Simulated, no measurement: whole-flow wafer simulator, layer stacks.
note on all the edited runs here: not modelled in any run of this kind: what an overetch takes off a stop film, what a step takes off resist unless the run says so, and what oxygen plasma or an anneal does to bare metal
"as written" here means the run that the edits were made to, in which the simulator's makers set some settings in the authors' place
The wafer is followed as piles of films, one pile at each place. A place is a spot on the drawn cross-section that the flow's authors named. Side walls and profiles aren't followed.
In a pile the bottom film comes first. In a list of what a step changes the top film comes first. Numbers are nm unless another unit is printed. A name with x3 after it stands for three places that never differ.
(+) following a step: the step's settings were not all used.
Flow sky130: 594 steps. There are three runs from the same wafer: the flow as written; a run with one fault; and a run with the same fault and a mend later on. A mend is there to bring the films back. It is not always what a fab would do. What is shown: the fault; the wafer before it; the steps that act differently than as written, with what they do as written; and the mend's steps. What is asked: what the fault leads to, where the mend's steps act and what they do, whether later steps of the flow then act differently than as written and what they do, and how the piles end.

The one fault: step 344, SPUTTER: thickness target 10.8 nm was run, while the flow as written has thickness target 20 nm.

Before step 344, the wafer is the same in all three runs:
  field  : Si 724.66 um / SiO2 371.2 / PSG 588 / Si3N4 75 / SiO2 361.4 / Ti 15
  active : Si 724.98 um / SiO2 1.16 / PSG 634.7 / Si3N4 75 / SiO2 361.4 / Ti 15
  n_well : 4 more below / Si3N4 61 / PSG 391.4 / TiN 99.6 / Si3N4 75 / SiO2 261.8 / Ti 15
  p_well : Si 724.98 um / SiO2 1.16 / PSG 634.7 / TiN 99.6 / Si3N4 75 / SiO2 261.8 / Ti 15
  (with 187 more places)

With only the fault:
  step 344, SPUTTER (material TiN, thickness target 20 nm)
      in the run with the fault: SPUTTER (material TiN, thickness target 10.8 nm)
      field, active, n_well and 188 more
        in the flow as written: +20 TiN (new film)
        in the run with the fault: +10.8 TiN (new film)
  Steps further on in the flow that do not act as written (12 more steps, not shown, differ only slightly: by at most 2% or 0.5 nm, whichever is larger):
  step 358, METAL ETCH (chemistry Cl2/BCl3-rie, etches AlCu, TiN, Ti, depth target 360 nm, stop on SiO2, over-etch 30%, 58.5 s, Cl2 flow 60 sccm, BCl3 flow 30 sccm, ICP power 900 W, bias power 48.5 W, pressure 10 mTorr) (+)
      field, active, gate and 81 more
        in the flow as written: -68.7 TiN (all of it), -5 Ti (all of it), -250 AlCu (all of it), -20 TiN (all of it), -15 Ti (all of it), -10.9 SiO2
        in the run with the fault: -68.7 TiN (all of it), -5 Ti (all of it), -250 AlCu (all of it), -10.8 TiN (all of it), -15 Ti (all of it), -11.9 SiO2
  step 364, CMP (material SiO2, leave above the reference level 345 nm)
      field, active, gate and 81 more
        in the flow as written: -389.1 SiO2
        in the run with the fault: -397.3 SiO2
  The piles end different from the flow's at n_well, p_well, gate_hv and 104 more by more than 2% or 0.5 nm, whichever is larger.
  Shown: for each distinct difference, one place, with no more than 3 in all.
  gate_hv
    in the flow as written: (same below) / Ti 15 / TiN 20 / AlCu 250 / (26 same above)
    in the run with the fault: (same below) / Ti 15 / TiN 10.8 / AlCu 250 / (26 same above)
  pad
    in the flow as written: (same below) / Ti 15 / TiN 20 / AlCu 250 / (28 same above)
    in the run with the fault: (same below) / Ti 15 / TiN 10.8 / AlCu 250 / (28 same above)
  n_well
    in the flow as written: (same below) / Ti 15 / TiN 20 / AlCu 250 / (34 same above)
    in the run with the fault: (same below) / Ti 15 / TiN 10.8 / AlCu 250 / (34 same above)

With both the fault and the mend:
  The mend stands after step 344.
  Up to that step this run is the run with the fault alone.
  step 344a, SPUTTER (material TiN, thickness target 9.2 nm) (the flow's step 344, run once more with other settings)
      field, active, n_well and 188 more
        +9.2 TiN
  Later steps of the flow that are run all act as written at every place that is followed.
  The piles end the same as the flow's at every place that both follow.
